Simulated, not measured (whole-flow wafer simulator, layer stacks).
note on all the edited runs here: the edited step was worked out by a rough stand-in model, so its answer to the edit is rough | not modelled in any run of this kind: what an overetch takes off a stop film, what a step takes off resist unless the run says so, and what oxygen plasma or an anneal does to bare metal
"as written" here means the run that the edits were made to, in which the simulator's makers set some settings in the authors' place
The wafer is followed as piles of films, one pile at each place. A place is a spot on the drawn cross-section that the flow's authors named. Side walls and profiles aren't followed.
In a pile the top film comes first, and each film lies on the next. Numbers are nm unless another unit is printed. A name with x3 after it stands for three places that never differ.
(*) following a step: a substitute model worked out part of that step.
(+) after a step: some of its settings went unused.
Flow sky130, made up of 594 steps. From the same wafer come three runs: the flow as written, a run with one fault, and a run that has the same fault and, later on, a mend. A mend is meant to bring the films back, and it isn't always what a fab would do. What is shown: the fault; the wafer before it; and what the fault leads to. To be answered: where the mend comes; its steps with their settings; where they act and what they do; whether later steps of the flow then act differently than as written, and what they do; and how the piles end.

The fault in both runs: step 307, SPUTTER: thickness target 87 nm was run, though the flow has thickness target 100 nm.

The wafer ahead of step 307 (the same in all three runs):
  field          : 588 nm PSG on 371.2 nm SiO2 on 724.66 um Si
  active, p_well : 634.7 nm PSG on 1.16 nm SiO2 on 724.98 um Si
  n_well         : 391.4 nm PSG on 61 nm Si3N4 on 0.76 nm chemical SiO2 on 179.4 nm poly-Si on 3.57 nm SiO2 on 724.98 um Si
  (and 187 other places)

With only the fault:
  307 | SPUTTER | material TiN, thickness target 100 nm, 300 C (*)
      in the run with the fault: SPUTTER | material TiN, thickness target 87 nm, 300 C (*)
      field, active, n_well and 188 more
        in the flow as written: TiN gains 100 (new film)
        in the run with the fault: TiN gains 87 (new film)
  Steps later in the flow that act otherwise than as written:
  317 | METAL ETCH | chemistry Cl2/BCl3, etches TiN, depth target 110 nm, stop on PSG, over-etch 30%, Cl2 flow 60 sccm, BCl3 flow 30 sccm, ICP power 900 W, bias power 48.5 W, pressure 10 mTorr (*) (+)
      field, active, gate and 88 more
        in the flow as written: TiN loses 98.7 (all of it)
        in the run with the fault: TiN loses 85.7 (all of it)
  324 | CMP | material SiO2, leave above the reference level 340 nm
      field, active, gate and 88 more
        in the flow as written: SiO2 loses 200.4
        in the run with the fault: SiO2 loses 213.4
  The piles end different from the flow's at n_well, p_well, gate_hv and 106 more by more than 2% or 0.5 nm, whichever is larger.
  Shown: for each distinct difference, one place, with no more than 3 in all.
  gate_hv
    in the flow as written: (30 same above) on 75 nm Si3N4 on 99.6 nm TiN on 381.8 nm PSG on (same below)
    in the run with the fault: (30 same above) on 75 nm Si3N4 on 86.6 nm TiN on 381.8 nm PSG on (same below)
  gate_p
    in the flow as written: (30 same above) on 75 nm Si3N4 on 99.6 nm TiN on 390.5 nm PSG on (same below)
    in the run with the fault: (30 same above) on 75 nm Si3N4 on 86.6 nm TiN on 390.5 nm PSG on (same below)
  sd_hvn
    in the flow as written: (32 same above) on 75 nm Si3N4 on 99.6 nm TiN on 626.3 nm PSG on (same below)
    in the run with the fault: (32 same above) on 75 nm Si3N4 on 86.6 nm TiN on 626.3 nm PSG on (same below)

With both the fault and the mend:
  After step 307 comes the mend.
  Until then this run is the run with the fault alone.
  307a | SPUTTER | material TiN, thickness target 13 nm, 300 C (*) (a further turn of the flow's step 307, with different settings)
      field, active, n_well and 188 more
        TiN gains 13
  None of the later steps of the flow differs from how it acts as written, at any place that is followed, by more than 2% or 0.5 nm, whichever is larger.
  By the end, the piles equal the flow's at every place that both follow.
